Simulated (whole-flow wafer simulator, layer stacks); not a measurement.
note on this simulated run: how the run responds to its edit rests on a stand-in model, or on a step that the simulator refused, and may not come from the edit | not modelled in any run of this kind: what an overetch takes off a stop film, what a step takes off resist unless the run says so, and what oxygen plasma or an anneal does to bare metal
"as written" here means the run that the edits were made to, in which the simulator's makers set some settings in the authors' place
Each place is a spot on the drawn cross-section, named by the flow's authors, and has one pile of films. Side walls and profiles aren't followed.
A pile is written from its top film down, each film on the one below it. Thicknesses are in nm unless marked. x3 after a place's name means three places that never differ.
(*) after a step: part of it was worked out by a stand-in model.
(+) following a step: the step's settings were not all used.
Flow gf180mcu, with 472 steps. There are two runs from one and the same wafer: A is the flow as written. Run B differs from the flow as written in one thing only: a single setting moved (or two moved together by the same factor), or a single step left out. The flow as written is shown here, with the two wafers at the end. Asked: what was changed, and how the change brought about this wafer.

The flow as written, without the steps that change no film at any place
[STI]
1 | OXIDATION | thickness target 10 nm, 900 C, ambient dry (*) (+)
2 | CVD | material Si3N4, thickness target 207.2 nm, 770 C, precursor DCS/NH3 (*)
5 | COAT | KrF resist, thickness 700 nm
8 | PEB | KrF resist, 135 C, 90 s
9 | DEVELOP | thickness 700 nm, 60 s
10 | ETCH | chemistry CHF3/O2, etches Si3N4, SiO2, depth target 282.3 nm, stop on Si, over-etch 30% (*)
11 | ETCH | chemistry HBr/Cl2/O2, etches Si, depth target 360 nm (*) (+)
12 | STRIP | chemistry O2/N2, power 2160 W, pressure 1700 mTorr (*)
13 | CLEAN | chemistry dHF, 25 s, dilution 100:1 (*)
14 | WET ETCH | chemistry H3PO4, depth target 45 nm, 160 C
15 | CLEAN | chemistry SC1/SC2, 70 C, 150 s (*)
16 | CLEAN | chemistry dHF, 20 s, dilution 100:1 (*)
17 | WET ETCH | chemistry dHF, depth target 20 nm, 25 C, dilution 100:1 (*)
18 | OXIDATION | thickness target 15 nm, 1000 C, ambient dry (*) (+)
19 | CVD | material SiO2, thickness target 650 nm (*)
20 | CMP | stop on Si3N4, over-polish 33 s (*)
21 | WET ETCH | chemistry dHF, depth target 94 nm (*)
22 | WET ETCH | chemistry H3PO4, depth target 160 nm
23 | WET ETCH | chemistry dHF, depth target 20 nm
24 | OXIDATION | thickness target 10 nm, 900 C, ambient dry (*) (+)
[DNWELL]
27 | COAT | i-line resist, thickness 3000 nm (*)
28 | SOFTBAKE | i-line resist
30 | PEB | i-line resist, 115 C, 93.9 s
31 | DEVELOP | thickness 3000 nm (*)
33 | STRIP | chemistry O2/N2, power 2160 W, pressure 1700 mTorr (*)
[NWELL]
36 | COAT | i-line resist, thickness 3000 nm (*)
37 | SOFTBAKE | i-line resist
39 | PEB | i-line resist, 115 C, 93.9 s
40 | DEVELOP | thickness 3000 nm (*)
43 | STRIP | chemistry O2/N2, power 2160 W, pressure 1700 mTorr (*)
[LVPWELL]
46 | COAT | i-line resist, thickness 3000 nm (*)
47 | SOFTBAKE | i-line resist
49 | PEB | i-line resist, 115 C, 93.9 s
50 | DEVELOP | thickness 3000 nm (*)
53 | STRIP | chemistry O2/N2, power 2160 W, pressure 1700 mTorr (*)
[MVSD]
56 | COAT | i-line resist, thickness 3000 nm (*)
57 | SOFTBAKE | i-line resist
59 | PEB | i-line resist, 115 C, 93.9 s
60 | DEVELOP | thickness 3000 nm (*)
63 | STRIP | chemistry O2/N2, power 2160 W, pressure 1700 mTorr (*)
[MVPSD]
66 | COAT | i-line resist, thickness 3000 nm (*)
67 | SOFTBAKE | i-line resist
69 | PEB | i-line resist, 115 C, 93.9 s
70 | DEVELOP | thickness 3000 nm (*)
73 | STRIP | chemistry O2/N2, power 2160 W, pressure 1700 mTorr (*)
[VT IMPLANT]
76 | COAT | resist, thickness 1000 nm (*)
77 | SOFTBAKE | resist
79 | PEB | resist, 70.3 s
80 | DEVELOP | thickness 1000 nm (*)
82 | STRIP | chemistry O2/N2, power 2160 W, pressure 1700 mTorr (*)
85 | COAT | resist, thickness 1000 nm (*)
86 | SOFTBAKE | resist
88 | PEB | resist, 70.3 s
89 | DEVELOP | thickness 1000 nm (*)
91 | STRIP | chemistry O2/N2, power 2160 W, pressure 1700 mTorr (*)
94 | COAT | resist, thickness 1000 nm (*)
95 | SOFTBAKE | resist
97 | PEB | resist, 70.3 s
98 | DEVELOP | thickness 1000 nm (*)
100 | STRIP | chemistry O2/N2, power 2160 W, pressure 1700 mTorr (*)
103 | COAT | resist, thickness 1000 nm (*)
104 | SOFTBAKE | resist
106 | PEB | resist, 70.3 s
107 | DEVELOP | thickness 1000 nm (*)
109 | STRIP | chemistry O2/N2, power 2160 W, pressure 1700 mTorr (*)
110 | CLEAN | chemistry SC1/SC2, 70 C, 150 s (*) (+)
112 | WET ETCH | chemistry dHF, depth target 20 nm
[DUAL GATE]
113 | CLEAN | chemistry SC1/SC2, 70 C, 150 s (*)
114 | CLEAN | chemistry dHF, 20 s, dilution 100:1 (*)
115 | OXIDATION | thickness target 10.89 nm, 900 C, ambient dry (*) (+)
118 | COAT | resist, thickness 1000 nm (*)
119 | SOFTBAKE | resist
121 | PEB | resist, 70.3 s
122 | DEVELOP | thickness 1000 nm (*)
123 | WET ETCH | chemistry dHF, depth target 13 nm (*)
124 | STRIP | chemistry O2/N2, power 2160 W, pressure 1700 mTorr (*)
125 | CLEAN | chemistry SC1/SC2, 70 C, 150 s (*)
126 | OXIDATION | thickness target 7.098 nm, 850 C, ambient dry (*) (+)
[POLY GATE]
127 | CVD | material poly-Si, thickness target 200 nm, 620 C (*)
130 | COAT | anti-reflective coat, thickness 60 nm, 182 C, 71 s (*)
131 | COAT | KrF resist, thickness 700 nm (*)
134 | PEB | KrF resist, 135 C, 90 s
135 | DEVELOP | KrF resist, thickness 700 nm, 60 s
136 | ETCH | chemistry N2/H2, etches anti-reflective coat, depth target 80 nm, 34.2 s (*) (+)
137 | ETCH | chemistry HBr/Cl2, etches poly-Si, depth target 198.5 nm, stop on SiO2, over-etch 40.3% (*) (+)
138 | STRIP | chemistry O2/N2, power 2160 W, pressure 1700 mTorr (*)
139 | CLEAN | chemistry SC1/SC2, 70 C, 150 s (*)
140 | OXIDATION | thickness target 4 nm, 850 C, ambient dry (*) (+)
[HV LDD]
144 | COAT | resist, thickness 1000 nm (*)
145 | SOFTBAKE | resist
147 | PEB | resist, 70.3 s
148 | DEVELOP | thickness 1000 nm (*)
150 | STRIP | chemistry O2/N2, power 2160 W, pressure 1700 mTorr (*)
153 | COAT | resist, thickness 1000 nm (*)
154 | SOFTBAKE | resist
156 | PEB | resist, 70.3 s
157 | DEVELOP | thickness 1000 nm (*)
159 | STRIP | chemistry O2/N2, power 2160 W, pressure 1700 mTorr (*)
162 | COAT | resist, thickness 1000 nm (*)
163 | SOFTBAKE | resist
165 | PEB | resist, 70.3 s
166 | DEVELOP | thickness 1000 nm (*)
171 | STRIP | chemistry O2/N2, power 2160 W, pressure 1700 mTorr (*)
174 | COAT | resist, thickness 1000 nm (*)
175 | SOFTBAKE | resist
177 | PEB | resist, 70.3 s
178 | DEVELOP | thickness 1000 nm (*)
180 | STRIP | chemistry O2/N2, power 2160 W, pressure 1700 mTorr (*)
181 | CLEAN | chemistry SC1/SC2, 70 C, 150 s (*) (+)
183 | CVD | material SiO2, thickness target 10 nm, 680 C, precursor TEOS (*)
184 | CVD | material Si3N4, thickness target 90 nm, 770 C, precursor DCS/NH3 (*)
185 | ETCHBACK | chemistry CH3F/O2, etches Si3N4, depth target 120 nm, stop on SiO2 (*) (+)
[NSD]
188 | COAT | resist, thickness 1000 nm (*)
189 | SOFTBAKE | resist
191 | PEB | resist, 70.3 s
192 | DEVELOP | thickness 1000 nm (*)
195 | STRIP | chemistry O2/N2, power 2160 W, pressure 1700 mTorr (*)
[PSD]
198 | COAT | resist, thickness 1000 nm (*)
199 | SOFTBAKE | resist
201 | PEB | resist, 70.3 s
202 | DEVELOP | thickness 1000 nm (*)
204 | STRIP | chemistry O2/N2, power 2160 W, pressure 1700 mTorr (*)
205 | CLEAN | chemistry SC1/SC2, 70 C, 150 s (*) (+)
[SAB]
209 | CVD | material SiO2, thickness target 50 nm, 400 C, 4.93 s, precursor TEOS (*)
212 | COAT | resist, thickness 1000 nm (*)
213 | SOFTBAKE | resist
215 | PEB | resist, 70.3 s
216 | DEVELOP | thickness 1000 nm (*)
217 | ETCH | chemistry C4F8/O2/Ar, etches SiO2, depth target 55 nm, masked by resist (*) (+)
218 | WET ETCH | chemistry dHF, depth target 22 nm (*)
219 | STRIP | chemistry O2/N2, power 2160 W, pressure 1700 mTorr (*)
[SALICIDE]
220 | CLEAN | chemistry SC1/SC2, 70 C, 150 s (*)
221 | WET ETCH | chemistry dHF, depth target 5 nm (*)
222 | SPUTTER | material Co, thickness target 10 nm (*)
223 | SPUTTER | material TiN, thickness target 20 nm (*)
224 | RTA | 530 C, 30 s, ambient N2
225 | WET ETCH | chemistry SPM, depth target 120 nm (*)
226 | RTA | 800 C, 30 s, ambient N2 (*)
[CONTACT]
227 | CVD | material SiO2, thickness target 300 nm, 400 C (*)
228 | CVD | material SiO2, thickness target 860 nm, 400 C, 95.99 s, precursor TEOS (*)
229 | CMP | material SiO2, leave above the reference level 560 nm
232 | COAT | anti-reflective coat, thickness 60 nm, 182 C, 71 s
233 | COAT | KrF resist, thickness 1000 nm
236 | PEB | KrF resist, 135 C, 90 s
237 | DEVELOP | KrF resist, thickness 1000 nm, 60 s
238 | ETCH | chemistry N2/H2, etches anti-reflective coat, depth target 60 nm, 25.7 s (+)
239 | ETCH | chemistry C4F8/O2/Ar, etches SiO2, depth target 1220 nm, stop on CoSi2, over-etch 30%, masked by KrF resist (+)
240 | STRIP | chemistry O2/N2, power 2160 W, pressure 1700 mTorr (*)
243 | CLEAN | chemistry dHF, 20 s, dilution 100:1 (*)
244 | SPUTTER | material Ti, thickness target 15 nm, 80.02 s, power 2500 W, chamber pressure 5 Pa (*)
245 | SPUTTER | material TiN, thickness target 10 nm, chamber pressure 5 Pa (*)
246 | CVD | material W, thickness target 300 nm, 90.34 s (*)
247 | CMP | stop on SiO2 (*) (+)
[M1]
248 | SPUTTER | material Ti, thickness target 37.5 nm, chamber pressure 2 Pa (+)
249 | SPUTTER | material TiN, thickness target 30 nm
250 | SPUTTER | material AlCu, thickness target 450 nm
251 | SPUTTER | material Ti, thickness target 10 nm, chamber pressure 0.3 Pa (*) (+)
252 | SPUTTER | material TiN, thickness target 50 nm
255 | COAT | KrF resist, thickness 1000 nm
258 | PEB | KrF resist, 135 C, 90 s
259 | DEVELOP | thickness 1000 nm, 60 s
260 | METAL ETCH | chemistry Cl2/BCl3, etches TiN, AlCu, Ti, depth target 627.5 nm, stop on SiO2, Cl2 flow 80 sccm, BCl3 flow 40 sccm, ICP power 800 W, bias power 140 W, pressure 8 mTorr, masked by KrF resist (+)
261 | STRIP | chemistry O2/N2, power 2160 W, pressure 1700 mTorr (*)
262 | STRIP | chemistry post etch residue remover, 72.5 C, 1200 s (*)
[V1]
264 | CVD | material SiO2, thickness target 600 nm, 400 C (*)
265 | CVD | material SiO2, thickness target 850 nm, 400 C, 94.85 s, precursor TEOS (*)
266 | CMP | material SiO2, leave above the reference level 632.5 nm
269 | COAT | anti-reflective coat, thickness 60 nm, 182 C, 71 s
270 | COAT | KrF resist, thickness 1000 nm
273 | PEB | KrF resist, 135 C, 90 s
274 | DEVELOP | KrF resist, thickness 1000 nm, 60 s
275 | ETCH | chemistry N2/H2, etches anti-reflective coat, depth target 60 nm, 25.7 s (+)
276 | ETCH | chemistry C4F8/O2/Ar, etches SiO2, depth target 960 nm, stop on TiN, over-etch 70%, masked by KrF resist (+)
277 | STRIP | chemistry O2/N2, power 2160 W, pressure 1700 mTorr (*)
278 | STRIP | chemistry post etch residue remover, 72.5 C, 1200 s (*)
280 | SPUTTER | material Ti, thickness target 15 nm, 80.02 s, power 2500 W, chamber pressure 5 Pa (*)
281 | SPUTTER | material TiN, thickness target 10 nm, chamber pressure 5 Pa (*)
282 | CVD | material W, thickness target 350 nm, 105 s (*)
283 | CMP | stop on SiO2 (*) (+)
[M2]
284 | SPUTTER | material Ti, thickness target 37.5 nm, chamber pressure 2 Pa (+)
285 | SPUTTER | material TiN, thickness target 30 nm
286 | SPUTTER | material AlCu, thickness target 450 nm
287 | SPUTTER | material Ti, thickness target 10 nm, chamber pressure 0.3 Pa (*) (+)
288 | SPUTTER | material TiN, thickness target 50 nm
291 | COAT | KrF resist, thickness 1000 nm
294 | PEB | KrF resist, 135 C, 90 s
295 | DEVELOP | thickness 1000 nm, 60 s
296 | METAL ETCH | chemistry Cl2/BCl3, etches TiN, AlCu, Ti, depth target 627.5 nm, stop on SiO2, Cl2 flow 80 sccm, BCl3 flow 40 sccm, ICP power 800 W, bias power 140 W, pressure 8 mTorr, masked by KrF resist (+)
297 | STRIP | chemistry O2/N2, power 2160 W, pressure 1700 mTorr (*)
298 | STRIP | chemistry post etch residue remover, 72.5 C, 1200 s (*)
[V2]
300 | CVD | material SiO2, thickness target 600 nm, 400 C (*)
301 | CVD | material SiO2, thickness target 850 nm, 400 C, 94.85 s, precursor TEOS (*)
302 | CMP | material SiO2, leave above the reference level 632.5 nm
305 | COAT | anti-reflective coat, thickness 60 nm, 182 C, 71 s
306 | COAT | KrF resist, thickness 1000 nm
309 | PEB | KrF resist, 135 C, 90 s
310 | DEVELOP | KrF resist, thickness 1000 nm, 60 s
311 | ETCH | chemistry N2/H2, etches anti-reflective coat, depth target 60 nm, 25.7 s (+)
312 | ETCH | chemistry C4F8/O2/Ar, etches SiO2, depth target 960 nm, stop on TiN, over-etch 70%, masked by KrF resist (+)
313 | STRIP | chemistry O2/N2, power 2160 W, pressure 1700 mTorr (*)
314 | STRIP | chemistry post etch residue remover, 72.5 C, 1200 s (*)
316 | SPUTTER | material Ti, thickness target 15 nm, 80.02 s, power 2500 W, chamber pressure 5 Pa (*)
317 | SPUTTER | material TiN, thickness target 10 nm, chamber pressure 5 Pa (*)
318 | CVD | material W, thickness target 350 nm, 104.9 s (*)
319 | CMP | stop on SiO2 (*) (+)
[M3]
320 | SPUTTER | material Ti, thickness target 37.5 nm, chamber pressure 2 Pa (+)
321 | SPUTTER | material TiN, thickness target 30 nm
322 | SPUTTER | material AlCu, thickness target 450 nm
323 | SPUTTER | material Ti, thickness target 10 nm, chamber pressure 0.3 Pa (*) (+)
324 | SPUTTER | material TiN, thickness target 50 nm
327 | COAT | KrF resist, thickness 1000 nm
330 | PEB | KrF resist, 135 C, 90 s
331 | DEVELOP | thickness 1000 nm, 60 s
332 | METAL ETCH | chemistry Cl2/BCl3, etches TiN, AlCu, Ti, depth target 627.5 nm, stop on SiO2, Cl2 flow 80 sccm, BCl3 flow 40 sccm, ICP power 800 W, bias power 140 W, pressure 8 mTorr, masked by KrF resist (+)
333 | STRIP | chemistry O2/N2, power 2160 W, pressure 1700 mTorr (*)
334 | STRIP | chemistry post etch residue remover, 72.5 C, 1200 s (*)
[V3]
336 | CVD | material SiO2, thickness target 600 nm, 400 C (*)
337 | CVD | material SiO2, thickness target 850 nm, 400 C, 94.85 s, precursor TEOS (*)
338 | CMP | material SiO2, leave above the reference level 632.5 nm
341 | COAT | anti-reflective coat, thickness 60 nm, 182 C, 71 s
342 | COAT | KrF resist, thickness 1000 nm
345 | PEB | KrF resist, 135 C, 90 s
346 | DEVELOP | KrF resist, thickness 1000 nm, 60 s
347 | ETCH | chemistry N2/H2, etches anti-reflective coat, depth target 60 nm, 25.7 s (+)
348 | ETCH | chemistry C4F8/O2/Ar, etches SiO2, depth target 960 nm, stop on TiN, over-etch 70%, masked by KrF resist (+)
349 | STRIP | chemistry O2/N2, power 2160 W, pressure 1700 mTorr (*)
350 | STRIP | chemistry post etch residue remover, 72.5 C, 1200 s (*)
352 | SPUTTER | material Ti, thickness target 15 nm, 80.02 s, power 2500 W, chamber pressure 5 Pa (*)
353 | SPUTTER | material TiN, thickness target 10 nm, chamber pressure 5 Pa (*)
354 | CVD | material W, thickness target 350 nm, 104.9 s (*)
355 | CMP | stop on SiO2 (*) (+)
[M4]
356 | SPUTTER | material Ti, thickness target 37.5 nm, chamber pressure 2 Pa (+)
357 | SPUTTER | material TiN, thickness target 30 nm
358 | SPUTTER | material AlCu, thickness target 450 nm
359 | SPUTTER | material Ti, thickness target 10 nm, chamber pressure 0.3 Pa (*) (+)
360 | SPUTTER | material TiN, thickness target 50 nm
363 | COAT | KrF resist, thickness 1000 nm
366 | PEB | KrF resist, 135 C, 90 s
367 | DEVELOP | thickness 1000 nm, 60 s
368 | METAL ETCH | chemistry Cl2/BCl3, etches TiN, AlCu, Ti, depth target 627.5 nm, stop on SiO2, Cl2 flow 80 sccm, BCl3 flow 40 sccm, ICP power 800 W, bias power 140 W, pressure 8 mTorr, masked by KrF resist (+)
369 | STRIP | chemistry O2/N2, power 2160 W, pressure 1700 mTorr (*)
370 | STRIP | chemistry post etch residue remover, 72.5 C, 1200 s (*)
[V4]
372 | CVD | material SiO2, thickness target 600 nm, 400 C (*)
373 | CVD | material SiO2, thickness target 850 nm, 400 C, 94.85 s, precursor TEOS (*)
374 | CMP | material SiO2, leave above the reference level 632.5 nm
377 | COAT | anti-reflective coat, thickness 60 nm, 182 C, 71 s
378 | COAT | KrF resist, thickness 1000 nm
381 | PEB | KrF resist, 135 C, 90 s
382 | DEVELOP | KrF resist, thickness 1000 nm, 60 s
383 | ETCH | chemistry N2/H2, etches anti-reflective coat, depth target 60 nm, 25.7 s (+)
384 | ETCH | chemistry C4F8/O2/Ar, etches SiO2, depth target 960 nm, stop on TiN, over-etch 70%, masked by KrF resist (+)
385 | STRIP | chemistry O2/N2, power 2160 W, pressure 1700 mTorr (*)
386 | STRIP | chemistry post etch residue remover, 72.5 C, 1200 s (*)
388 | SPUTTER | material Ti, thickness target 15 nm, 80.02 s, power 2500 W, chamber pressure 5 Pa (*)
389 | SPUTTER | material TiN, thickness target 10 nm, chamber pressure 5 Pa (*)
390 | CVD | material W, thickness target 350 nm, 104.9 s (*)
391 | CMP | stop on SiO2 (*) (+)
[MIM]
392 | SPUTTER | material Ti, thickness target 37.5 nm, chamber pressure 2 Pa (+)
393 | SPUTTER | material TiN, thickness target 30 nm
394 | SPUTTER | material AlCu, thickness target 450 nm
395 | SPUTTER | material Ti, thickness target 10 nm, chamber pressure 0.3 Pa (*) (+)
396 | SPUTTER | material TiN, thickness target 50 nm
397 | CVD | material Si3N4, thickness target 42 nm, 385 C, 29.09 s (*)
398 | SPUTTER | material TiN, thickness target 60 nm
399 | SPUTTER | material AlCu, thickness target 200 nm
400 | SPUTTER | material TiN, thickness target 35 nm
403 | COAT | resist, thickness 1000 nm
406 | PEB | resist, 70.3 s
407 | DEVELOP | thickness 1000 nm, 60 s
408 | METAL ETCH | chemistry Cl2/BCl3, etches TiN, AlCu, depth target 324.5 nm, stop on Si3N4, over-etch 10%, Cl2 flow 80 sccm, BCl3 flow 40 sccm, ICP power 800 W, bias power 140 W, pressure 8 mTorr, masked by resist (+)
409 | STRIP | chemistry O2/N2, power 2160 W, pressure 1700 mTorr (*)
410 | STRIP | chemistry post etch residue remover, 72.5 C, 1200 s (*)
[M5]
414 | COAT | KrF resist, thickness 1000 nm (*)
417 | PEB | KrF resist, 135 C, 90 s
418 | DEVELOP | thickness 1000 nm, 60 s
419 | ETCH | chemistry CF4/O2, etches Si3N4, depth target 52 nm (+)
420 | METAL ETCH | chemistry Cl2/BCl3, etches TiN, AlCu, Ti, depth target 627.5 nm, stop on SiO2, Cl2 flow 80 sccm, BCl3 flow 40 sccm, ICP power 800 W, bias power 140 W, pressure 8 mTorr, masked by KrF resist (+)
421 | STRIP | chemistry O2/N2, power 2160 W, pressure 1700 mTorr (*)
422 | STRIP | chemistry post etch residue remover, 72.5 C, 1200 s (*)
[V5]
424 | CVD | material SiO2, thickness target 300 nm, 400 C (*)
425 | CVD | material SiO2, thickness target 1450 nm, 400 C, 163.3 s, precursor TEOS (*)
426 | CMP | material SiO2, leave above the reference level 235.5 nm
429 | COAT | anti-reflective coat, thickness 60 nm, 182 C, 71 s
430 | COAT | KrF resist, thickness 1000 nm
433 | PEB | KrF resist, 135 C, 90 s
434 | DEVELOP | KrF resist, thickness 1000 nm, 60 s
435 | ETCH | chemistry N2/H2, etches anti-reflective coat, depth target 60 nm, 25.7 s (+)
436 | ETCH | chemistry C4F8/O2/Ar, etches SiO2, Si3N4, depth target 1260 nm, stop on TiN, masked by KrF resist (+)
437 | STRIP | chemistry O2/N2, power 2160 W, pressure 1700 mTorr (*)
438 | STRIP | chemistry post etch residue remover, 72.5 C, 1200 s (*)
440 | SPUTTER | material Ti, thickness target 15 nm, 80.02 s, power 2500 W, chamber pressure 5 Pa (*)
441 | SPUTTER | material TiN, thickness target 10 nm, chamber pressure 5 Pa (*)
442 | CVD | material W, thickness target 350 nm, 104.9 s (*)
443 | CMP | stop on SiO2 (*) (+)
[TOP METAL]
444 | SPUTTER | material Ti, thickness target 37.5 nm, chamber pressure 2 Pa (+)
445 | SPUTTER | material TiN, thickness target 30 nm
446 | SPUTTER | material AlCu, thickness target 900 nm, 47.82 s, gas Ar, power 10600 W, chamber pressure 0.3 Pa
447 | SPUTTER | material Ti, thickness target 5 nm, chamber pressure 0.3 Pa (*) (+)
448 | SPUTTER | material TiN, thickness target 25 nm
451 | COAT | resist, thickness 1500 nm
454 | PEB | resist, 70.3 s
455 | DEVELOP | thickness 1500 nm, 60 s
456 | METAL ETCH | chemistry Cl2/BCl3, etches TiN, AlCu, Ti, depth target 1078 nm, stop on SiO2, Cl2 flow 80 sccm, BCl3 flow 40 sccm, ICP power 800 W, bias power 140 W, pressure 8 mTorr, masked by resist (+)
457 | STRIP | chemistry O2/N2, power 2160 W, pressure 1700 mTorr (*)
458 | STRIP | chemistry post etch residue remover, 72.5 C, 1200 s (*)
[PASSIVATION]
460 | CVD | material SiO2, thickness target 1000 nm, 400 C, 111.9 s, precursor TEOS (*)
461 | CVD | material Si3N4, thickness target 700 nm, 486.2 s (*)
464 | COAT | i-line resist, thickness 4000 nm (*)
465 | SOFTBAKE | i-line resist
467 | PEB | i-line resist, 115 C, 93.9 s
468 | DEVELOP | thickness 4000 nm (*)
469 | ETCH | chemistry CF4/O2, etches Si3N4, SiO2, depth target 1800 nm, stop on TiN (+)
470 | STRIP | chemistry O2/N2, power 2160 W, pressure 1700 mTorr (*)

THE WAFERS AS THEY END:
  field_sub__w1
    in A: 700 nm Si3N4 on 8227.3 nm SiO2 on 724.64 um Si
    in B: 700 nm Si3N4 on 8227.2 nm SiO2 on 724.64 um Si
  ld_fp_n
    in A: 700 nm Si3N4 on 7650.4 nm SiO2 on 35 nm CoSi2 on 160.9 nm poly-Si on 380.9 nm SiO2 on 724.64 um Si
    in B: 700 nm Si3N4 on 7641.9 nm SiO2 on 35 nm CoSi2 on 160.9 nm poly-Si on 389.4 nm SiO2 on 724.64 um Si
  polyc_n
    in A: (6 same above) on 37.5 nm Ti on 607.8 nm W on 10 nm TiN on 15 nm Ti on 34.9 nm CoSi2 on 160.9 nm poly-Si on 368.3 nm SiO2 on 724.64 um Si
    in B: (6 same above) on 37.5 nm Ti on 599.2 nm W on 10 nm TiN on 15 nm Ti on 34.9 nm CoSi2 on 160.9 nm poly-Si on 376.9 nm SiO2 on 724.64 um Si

The reason: step 23, WET ETCH: depth target 13.4 nm was run, while the flow as written has depth target 20 nm.

The path from the change to this, step by step:
  23 | WET ETCH | chemistry dHF, depth target 20 nm
      field, field_sub, sti and 34 more: A -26 SiO2 | B -17.4 SiO2
  28 | SOFTBAKE | i-line resist
      field: A +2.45 i-line resist | B +3.07 i-line resist
      gate_hv: A +2.73 i-line resist | B +3.36 i-line resist
      (also at 30 further places)
  37 | SOFTBAKE | i-line resist
      field: A +2.45 i-line resist | B +3.07 i-line resist
      gate_hv: A +2.73 i-line resist | B +3.36 i-line resist
      (also at 30 further places)
  47 | SOFTBAKE | i-line resist
      field: A +2.45 i-line resist | B +3.07 i-line resist
      gate_hv: A +2.73 i-line resist | B +3.36 i-line resist
      (also at 30 further places)
  57 | SOFTBAKE | i-line resist
      field: A +2.45 i-line resist | B +3.07 i-line resist
      gate_hv: A +2.73 i-line resist | B +3.36 i-line resist
      (also at 30 further places)
  67 | SOFTBAKE | i-line resist
      field: A +2.45 i-line resist | B +3.07 i-line resist
      gate_hv: A +2.73 i-line resist | B +3.36 i-line resist
      (also at 30 further places)
  130 | COAT | anti-reflective coat, thickness 60 nm, 182 C, 71 s (*)
      p_well, spacer, sd_n: A +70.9 anti-reflective coat (new film) | B +79.1 anti-reflective coat (new film)
      ldn_acc, ldp_acc: A +66.9 anti-reflective coat (new film) | B +70.1 anti-reflective coat (new film)
      (also at 66 further places)
  136 | ETCH | chemistry N2/H2, etches anti-reflective coat, depth target 80 nm, 34.2 s (*) (+)
      p_well, spacer, sd_n: A -70.9 anti-reflective coat (all of it), -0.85 poly-Si | B -79.1 anti-reflective coat (all of it), -0.64 poly-Si
      field: A -61.5 anti-reflective coat (all of it), -1.09 poly-Si | B -58.7 anti-reflective coat (all of it), -1.16 poly-Si
      (also at 47 further places)
  138 | STRIP | chemistry O2/N2, power 2160 W, pressure 1700 mTorr (*)
      gate: A +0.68 chemical SiO2 (new film), -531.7 KrF resist (all of it), -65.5 anti-reflective coat (all of it), -0.3 poly-Si | B +0.68 chemical SiO2 (new film), -532 KrF resist (all of it), -69.2 anti-reflective coat (all of it), -0.3 poly-Si
      gate_hv: A +0.68 chemical SiO2 (new film), -528.4 KrF resist (all of it), -61 anti-reflective coat (all of it), -0.3 poly-Si | B +0.68 chemical SiO2 (new film), -530.1 KrF resist (all of it), -62.4 anti-reflective coat (all of it), -0.3 poly-Si
      (also at 18 further places)
  189 | SOFTBAKE | resist
      active_hv: A +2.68 resist | B -0.43 resist
      active_nat: A +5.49 resist | B +9.28 resist
  199 | SOFTBAKE | resist
      active_hv: A +2.68 resist | B -0.43 resist
      active_nat: A +5.49 resist | B +9.28 resist
  218 | WET ETCH | chemistry dHF, depth target 22 nm (*)
      active: A -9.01 SiO2 (all of it) | B -8.04 SiO2 (all of it)
  223 | SPUTTER | material TiN, thickness target 20 nm (*)
      ld_sd_n: A +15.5 TiN (new film) | B +16.1 TiN (new film)
  225 | WET ETCH | chemistry SPM, depth target 120 nm (*)
      ld_sd_n: A -15.5 TiN (all of it) | B -16.1 TiN (all of it)
  226 | RTA | 800 C, 30 s, ambient N2 (*)
      ld_sd_n: A +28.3 CoSi2 (new film), -16.1 CoSi (all of it), -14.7 Si | B +27.7 CoSi2 (new film), -15.8 CoSi (all of it), -14.4 Si
  229 | CMP | material SiO2, leave above the reference level 560 nm
      sti, mim_1p0, pad, dice_street, iso_nw_fld, iso_fld_sub: A -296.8 SiO2 | B -305.4 SiO2
      ldn_sep__w2, ldn_fld__w1, ldp_sep__w2, ldp_dft, ldp_out, ldp_fld__w3: A -311 SiO2 | B -319.6 SiO2
      (also at 45 further places)
